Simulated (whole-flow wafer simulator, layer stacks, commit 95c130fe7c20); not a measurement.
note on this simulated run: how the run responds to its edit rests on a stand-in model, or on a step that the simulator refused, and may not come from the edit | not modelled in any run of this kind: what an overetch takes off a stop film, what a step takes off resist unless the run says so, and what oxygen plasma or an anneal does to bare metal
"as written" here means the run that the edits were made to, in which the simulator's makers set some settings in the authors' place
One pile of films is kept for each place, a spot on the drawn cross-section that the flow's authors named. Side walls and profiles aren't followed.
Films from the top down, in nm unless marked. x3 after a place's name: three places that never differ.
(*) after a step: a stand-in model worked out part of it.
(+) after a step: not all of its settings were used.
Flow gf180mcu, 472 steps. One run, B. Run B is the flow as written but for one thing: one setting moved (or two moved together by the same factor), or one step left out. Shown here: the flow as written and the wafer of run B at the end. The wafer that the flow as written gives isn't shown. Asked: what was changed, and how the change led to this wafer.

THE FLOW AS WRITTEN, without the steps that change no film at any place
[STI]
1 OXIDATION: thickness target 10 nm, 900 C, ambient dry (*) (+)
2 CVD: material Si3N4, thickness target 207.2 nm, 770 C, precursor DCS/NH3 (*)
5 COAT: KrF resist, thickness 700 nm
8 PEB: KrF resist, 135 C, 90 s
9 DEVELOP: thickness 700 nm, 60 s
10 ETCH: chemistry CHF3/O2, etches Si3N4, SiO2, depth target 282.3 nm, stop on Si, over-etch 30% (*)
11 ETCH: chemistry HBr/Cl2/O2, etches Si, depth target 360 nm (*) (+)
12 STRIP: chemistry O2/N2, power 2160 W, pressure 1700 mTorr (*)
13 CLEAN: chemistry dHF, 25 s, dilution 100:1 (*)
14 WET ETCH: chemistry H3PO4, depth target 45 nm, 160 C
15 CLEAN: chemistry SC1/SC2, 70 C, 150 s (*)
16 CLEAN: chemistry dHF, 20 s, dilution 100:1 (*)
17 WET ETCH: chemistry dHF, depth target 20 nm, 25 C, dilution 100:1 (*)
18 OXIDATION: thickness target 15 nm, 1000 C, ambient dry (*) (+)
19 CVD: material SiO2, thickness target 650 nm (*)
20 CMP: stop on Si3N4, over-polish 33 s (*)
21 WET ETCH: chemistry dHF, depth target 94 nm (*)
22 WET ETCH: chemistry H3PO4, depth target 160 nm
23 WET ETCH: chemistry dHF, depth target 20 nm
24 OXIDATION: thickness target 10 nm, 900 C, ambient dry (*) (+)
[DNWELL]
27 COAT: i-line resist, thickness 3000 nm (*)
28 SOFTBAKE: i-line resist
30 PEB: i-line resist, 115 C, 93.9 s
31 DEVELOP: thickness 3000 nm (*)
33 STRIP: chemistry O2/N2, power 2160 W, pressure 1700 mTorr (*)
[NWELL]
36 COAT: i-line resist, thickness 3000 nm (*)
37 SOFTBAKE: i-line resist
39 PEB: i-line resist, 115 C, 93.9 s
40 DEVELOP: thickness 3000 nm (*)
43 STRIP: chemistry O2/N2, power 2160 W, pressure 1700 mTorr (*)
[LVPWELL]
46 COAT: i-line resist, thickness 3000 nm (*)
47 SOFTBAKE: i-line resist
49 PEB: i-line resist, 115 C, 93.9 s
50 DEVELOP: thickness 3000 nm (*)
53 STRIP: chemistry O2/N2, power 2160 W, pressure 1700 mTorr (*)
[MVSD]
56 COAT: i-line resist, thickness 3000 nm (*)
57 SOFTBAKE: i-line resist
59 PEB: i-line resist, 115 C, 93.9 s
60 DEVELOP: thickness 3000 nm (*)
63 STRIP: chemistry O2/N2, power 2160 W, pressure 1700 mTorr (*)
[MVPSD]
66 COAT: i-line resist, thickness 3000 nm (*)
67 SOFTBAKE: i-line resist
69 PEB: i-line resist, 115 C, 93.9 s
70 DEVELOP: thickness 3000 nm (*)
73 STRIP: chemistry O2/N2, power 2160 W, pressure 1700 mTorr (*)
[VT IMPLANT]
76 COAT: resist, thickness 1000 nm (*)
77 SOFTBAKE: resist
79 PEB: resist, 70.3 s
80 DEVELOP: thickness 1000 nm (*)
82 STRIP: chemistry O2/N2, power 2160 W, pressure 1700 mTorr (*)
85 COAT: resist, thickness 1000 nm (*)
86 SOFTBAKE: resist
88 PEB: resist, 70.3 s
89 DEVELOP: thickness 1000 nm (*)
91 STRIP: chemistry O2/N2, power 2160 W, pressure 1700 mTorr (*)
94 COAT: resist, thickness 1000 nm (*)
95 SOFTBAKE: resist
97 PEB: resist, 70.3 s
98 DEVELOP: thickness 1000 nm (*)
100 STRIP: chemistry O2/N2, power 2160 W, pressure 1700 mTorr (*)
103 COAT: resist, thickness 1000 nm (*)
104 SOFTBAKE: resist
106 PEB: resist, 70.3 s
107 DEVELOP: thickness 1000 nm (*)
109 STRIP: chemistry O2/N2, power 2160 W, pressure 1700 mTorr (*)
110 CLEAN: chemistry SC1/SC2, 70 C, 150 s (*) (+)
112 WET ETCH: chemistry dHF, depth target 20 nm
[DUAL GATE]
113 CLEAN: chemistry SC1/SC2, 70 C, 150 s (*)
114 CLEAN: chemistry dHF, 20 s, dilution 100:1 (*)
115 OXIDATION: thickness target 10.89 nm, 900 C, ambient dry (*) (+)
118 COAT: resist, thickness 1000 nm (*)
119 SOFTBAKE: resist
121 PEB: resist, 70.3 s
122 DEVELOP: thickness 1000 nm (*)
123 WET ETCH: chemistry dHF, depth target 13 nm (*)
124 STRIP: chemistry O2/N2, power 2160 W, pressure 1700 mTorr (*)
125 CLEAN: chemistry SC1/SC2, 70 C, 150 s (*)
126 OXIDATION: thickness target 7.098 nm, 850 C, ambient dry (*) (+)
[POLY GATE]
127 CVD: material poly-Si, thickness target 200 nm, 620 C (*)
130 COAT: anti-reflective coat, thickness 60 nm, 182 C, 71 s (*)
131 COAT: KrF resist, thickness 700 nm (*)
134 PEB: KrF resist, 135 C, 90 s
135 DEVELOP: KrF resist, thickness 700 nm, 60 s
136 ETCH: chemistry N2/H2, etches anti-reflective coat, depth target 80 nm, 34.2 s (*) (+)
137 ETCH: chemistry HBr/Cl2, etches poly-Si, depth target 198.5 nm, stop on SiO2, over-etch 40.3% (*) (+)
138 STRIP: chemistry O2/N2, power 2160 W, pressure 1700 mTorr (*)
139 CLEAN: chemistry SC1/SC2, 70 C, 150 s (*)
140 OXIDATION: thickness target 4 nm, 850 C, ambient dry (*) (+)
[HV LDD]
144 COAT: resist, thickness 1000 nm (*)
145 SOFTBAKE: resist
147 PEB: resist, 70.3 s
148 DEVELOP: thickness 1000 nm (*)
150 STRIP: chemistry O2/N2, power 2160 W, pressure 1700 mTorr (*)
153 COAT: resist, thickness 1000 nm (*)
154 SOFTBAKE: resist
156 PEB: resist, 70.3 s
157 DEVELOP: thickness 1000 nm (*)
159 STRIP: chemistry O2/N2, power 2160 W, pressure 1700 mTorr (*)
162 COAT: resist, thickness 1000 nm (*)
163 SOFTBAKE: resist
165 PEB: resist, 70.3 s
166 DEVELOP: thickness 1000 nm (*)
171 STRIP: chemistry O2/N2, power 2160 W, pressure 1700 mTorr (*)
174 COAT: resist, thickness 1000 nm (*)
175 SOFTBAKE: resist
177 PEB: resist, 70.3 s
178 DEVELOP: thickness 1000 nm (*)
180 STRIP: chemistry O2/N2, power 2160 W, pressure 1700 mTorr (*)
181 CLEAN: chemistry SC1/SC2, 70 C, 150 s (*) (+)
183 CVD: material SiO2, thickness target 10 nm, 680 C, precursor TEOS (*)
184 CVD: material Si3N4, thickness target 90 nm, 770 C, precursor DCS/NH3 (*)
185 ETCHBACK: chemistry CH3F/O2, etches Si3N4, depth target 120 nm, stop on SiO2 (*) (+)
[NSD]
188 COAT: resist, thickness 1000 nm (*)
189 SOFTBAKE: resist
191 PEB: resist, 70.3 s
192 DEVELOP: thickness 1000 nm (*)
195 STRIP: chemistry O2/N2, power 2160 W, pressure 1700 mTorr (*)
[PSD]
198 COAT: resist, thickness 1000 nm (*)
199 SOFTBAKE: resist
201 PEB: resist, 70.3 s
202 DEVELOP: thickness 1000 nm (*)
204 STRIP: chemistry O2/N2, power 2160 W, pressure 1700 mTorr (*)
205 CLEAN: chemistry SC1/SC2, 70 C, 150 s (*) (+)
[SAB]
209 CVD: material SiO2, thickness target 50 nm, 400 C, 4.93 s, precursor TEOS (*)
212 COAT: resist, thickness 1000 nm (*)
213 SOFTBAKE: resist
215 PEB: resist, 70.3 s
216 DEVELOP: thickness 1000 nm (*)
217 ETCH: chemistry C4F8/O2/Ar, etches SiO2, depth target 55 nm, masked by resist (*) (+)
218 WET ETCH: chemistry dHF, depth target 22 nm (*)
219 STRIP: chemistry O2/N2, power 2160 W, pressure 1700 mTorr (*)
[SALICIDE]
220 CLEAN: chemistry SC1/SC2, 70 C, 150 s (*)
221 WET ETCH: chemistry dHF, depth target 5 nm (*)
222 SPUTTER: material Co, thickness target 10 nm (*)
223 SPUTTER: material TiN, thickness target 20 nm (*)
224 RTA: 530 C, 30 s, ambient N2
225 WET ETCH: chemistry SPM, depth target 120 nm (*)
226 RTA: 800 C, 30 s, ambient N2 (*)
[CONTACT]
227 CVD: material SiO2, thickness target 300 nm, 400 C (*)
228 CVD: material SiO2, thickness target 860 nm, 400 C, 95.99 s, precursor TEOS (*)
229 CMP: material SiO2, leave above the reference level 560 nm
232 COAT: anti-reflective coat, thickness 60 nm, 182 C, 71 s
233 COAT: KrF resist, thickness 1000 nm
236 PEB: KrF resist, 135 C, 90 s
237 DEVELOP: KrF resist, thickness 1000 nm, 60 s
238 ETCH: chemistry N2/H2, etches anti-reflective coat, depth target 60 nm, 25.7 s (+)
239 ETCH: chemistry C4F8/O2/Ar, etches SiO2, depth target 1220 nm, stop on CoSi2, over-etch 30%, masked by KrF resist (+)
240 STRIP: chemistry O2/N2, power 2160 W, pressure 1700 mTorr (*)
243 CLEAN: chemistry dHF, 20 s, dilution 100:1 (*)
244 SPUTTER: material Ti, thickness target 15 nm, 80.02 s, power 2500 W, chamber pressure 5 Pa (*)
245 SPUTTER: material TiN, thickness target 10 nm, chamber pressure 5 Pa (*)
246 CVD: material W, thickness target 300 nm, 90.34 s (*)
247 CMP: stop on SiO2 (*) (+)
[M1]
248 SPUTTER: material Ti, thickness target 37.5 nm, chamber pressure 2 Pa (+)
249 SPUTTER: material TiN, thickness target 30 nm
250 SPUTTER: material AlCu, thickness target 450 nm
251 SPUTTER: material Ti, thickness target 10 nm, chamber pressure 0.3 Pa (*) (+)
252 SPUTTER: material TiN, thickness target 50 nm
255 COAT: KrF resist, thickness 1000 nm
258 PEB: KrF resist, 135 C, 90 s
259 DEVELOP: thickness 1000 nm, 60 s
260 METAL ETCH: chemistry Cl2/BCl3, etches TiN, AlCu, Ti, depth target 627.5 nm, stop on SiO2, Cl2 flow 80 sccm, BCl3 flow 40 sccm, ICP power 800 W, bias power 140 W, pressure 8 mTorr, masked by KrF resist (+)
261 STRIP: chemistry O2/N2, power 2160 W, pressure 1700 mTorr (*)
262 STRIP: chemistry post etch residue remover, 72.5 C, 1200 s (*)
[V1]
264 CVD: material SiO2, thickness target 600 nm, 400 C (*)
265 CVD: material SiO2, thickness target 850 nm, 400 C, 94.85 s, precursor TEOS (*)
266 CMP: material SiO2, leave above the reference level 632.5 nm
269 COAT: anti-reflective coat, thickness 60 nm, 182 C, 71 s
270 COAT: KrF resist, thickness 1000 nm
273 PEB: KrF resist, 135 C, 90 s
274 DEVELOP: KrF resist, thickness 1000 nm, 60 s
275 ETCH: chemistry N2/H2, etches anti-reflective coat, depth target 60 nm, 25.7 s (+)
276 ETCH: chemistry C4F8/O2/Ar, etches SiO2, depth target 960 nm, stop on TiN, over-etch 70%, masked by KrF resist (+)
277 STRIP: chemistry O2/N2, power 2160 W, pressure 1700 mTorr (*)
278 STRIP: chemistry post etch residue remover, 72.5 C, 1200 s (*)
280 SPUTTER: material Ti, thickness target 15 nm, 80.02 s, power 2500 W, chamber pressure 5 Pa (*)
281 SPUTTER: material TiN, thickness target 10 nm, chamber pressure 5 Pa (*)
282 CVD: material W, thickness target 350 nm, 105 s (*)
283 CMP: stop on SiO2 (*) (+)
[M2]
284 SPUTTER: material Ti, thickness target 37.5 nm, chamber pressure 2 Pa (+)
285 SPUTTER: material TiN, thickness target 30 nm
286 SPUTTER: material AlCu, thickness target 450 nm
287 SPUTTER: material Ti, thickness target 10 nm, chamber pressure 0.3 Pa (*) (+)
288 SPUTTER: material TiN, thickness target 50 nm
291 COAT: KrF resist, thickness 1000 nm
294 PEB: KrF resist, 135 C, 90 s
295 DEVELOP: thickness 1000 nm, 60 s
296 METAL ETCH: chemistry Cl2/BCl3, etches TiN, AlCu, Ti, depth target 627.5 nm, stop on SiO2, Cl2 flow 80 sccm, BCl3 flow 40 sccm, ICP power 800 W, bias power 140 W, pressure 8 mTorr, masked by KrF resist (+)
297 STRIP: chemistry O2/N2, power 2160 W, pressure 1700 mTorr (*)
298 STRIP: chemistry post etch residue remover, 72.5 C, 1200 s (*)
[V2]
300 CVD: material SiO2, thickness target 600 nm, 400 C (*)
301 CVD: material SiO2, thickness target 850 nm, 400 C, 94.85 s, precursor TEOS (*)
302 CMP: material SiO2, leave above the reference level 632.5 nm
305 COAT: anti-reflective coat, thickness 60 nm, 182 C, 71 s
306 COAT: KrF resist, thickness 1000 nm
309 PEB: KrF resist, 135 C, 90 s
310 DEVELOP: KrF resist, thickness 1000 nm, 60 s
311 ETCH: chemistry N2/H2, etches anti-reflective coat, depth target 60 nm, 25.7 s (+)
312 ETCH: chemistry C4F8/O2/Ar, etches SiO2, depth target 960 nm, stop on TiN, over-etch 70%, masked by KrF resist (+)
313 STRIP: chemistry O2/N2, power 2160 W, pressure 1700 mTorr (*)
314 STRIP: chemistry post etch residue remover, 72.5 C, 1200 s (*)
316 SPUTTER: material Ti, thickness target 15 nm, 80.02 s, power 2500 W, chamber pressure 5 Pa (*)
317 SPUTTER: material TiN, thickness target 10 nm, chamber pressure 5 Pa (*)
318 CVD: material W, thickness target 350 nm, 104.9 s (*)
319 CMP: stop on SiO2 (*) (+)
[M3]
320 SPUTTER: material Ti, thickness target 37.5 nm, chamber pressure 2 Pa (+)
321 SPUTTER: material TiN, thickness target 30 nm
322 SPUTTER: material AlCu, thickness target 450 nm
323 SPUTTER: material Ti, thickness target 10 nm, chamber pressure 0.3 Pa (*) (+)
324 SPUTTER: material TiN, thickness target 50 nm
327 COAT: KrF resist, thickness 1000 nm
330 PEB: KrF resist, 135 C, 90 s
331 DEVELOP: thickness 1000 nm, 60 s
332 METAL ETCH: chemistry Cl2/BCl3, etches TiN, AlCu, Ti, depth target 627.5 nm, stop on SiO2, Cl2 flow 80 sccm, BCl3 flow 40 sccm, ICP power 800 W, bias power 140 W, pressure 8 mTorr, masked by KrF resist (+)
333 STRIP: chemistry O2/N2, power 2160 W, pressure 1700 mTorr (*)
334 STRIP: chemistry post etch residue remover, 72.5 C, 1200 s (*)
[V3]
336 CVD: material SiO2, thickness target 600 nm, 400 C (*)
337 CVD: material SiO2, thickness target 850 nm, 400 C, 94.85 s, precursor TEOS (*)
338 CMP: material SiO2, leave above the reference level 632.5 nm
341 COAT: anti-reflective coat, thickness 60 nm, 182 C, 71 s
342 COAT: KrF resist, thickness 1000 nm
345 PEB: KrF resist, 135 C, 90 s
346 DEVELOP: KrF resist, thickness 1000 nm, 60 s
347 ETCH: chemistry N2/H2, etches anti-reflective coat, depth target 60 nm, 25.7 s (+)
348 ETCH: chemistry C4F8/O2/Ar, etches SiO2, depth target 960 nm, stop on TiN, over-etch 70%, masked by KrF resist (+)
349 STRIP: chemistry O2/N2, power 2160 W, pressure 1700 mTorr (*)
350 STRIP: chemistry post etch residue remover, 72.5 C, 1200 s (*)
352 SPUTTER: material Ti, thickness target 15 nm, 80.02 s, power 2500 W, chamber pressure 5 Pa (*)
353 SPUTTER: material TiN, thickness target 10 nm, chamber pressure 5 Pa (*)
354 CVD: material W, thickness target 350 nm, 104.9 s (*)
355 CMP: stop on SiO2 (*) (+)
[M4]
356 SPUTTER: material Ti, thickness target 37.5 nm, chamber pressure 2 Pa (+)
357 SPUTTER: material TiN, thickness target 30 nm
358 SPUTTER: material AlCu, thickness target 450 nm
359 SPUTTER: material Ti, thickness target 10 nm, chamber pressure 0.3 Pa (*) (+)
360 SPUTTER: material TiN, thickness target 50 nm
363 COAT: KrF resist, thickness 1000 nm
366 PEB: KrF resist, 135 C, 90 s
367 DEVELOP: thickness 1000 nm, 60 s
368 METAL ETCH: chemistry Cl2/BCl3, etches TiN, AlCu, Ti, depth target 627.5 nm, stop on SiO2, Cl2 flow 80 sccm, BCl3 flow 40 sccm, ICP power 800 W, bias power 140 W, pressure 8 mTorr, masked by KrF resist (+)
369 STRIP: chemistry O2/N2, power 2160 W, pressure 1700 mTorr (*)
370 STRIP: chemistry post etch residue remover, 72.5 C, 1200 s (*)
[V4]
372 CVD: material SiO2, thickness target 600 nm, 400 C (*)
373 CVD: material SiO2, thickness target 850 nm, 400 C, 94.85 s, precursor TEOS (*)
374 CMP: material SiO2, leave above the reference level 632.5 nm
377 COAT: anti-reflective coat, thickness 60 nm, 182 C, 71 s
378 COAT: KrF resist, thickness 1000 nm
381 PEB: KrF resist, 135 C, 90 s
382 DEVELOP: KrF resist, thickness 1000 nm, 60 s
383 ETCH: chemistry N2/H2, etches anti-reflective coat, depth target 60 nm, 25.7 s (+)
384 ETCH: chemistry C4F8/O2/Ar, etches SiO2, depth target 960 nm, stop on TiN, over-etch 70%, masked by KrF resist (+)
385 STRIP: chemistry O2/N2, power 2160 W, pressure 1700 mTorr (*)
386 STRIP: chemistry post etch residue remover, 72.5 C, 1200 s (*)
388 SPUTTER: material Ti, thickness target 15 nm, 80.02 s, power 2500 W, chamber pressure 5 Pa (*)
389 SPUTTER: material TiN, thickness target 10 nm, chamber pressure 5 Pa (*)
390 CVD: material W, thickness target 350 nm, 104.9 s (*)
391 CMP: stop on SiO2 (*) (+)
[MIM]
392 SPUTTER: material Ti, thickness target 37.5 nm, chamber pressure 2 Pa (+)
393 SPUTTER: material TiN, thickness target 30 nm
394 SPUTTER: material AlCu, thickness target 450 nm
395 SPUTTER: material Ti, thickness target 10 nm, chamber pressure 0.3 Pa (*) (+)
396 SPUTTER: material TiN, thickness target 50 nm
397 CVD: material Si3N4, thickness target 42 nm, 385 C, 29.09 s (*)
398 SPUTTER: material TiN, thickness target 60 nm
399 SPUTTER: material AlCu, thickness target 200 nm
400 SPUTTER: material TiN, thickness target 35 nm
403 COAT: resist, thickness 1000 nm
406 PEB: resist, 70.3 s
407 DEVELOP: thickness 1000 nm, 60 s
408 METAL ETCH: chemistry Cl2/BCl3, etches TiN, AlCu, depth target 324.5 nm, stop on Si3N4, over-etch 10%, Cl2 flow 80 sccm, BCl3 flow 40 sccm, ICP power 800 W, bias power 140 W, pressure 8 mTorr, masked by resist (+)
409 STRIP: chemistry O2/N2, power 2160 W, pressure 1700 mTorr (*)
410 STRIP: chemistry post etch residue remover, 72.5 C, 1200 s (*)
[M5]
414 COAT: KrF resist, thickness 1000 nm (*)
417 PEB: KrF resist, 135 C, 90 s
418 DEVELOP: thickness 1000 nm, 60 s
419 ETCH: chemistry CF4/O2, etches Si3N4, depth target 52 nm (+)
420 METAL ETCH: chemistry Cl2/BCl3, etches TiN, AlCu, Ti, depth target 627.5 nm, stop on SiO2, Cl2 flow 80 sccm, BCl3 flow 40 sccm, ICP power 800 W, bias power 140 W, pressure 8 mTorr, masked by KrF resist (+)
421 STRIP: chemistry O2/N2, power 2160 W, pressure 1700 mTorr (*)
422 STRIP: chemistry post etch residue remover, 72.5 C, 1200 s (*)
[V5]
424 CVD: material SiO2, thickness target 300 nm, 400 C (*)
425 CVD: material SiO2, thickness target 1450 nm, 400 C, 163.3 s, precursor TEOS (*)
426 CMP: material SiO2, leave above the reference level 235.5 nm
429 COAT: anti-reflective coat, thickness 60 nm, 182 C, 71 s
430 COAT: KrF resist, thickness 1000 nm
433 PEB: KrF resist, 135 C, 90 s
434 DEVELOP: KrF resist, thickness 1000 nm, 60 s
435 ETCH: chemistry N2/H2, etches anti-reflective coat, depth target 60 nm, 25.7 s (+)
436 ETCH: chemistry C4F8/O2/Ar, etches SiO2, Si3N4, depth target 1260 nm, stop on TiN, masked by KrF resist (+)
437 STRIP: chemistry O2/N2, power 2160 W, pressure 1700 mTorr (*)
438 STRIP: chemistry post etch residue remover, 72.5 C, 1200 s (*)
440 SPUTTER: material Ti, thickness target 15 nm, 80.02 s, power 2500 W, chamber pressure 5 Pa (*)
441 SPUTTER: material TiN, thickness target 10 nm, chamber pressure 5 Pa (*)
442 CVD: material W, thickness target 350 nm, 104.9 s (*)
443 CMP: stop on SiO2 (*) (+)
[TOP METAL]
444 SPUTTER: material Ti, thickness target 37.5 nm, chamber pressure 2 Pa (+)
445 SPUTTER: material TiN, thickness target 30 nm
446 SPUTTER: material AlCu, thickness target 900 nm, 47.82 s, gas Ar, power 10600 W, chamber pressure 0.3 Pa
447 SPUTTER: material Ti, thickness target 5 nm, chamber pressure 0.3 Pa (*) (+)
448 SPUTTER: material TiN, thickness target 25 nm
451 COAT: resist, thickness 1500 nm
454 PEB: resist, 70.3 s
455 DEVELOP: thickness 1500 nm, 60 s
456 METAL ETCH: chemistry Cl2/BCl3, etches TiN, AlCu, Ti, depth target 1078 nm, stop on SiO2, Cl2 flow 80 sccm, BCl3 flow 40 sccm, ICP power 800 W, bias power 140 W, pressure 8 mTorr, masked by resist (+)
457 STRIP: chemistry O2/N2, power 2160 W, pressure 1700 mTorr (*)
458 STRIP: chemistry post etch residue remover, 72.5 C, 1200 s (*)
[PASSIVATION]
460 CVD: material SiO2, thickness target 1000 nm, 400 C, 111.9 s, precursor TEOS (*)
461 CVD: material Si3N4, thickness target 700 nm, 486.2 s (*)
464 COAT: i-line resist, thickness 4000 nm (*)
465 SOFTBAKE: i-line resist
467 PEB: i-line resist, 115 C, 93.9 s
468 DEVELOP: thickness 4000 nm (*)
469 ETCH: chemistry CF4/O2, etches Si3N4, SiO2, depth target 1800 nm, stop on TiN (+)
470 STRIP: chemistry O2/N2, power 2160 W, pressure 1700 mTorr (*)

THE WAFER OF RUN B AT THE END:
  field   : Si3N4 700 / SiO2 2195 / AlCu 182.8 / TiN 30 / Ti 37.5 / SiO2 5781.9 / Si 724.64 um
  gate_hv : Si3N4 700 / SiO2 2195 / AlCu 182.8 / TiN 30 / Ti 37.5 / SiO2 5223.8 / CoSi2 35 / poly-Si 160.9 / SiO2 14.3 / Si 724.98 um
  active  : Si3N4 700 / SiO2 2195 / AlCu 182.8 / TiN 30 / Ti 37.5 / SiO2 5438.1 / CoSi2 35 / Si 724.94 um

The cause: step 420, METAL ETCH: depth target 320 nm was run, where the flow has depth target 627.5 nm.

How the change led to this, step by step:
  420 METAL ETCH: chemistry Cl2/BCl3, etches TiN, AlCu, Ti, depth target 627.5 nm, stop on SiO2, Cl2 flow 80 sccm, BCl3 flow 40 sccm, ICP power 800 W, bias power 140 W, pressure 8 mTorr, masked by KrF resist (+)
      field, field__w1, field__w2 and 101 more: TiN -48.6 (all of it), Ti -10 (all of it), AlCu -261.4 (as written it would be: TiN -48.6 (all of it), Ti -10 (all of it), AlCu -450 (all of it), TiN -30 (all of it), Ti -37.5 (all of it))
      field__w4, field__w8, contact, m1, m1__w1, mim, mim_1p0, m1_nw: KrF resist -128 (as written it would be: KrF resist -251)
  421 STRIP: chemistry O2/N2, power 2160 W, pressure 1700 mTorr (*)
      field__w8, m1__w1: KrF resist -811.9 (all of it) (as written it would be: KrF resist -688.9 (all of it))
      contact, m1: KrF resist -812.3 (all of it) (as written it would be: KrF resist -689.3 (all of it))
      (and at 4 more places)
  422 STRIP: chemistry post etch residue remover, 72.5 C, 1200 s (*)
      field, field__w1, field__w2 and 101 more: AlCu -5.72 (as written it would be: nothing)
  424 CVD: material SiO2, thickness target 300 nm, 400 C (*)
      field, field__w1, field__w2 and 101 more: SiO2 +300 (new film) (as written it would be: SiO2 +300)
  426 CMP: material SiO2, leave above the reference level 235.5 nm
      field, field__w1, field__w5 and 92 more: SiO2 -551.2 (as written it would be: SiO2 -300.8)
      field__w2, field__w3, field__w12 and 6 more: SiO2 -534.4 (as written it would be: SiO2 -272.7)
Counting metal films that touch as one body, field has 1 body; the flow as written gives 0 bodies.
Counting metal films that touch as one body, gate_hv has 2 bodies (between them, from the top down: SiO2 5223.8); the flow as written gives 1 body.
Counting metal films that touch as one body, active has 2 bodies (between them, from the top down: SiO2 5438.1); the flow as written gives 1 body.
